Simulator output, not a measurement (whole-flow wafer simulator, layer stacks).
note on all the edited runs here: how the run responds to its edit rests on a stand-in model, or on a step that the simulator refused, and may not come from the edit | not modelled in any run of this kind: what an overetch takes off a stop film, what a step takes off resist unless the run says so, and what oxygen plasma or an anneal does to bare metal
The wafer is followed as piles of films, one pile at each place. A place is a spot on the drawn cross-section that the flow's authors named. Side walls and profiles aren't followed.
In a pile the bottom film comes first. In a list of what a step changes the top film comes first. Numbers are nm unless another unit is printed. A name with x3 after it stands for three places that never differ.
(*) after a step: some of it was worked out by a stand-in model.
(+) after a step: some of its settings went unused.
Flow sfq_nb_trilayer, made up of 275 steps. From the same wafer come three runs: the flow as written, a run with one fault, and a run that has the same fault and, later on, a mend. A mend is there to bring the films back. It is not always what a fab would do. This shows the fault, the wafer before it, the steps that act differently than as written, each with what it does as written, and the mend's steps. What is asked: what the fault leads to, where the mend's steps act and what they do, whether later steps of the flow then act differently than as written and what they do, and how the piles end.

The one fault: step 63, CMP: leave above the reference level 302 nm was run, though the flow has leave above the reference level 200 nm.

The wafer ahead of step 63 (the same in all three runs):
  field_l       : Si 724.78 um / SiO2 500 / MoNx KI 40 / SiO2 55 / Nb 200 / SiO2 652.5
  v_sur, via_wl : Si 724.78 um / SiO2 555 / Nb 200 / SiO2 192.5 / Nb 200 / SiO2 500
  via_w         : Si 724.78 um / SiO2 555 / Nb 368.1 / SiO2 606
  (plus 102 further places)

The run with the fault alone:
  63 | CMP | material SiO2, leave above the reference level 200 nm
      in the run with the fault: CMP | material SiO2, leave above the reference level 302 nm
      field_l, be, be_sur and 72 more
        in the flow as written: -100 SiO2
        in the run with the fault: nothing
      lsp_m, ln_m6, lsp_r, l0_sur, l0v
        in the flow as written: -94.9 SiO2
        in the run with the fault: nothing
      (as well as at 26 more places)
  Later steps of the flow acting differently than as written (not shown: 8 more steps that differ only slightly, by at most 2% or 0.5 nm, whichever is larger):
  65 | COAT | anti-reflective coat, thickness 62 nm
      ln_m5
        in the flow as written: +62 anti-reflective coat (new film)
        in the run with the fault: +60.7 anti-reflective coat (new film)
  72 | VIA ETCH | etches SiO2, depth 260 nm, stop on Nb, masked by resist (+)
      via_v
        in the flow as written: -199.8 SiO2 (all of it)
        in the run with the fault: -260 SiO2
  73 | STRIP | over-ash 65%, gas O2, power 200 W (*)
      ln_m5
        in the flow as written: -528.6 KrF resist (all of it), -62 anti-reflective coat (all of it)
        in the run with the fault: -527.2 KrF resist (all of it), -60.7 anti-reflective coat (all of it)
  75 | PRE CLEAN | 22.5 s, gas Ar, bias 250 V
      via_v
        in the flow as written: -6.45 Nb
        in the run with the fault: -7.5 SiO2
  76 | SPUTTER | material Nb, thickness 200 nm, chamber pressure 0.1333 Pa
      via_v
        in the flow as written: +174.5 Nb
        in the run with the fault: +163.1 Nb (new film)
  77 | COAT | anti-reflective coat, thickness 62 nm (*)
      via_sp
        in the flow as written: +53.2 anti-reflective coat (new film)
        in the run with the fault: +51.8 anti-reflective coat (new film)
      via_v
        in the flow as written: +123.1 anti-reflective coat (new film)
        in the run with the fault: +135.8 anti-reflective coat (new film)
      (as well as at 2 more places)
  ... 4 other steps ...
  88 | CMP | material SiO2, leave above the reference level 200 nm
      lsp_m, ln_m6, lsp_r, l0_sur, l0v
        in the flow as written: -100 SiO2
        in the run with the fault: -92.9 SiO2
  At field_l, v_sur, via_wl and 103 more, the piles at the end differ from the flow's by more than 2% or 0.5 nm, whichever is larger.
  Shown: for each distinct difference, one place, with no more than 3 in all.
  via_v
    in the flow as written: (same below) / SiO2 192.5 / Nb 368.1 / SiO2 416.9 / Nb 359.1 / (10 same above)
    in the run with the fault: (same below) / SiO2 192.5 / Nb 200 / SiO2 34.3 / Nb 163.1 / SiO2 489.6 / Nb 359.1 / (10 same above)
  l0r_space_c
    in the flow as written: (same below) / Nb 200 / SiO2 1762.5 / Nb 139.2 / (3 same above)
    in the run with the fault: (same below) / Nb 200 / SiO2 1864.5 / Nb 139.2 / (3 same above)
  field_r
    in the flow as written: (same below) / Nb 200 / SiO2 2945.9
    in the run with the fault: (same below) / Nb 200 / SiO2 3047.9

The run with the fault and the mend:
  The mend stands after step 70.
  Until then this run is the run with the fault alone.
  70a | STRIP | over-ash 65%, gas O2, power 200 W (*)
      gap, jj_sur, ce_l and 14 more
        -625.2 KrF resist (all of it), -62 anti-reflective coat (all of it)
      r_end, moat, wl_a_sr and 8 more
        -625 KrF resist (all of it), -62 anti-reflective coat (all of it)
      ce_r, sp_r, be_r and 7 more
        -625.1 KrF resist (all of it), -62 anti-reflective coat (all of it)
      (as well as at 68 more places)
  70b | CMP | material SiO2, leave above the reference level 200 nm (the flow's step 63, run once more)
      field_l, be, be_sur and 72 more
        -100 SiO2
      v_sur, via_wl, via_w and 23 more
        -102 SiO2
      lsp_m, ln_m6, lsp_r, l0_sur, l0v
        -94.9 SiO2
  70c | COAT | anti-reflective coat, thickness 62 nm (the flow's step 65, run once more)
      field_l, v_sur, via_wl and 103 more
        +62 anti-reflective coat (new film)
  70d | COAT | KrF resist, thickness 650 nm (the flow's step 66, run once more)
      field_l, v_sur, via_wl and 103 more
        +650 KrF resist (new film)
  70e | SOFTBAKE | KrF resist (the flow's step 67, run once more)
      leaves every film unchanged at each place that is followed
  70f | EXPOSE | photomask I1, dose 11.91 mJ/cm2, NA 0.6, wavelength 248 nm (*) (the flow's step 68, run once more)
      leaves every film unchanged at each place that is followed
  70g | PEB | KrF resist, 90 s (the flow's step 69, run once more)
      field_l, v_sur, via_wl and 103 more
        -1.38 KrF resist
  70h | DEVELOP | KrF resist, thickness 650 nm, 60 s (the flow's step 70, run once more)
      field_l, v_sur, via_wl and 102 more
        -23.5 KrF resist
      via_v
        -648.6 KrF resist (all of it)
  Later steps of the flow that are run all act as written at every place that is followed.
  The piles end the same as the flow's at every place that both follow.
